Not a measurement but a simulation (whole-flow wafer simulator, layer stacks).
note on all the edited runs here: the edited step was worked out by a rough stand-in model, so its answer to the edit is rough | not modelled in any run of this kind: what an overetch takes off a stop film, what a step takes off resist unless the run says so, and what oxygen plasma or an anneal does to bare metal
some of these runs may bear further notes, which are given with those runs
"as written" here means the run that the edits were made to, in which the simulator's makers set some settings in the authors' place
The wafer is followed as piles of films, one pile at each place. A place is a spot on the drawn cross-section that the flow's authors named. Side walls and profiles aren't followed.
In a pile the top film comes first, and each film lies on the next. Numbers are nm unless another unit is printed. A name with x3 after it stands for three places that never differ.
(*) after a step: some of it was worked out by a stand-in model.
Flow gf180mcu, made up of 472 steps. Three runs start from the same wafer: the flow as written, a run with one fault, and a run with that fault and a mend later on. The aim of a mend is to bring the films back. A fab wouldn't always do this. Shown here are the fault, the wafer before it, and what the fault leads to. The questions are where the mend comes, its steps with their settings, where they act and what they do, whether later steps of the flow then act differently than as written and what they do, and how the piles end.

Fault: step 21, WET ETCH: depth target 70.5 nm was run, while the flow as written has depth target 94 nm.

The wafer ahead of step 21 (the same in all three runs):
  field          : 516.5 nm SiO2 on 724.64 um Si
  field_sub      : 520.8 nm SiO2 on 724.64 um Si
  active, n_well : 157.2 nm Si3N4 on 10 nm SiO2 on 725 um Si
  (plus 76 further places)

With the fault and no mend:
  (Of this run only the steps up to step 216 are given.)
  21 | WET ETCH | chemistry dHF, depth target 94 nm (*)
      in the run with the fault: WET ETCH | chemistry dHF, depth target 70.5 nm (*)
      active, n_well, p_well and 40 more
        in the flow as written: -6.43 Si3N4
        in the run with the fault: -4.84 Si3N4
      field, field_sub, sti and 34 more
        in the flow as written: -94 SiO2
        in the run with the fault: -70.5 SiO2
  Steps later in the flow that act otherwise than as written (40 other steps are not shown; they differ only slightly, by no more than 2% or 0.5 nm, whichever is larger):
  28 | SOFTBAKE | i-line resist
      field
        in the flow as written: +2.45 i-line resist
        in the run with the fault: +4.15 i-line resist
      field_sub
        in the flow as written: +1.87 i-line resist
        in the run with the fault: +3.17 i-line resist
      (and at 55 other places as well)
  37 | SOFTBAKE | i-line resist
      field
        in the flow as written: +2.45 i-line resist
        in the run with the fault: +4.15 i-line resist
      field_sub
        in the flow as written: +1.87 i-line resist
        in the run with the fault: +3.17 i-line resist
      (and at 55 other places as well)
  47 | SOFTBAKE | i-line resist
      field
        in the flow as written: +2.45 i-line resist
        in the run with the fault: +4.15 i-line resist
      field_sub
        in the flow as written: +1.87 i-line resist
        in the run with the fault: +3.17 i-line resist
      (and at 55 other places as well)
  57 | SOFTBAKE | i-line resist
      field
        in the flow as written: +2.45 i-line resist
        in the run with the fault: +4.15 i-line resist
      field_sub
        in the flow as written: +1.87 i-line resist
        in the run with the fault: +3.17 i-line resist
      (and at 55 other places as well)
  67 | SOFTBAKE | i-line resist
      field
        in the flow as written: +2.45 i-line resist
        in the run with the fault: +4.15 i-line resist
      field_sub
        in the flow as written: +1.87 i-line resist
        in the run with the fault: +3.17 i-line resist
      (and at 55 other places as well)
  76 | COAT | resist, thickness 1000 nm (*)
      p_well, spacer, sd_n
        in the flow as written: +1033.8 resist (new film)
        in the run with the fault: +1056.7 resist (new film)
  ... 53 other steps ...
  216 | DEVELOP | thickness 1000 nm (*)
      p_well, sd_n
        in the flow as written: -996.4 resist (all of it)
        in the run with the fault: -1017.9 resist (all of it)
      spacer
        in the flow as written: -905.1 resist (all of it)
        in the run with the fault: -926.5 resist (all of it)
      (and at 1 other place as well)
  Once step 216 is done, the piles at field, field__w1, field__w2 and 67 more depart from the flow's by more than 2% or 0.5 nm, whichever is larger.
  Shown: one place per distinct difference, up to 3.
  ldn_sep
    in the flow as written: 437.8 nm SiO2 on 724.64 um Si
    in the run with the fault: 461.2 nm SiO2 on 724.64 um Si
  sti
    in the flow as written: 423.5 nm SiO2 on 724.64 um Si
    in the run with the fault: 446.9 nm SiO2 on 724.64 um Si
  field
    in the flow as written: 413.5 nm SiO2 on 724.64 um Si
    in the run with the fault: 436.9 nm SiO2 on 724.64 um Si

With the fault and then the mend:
  After step 21 comes the mend.
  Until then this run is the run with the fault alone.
  21a | WET ETCH | chemistry dHF, depth target 23.5 nm (the flow's step 21 again, with other settings)
      field, field_sub, sti and 34 more
        -23.5 SiO2
  None of the later steps of the flow differs from how it acts as written, at any place that is followed, by more than 2% or 0.5 nm, whichever is larger.
  The piles end the same as the flow's at every place that both follow.
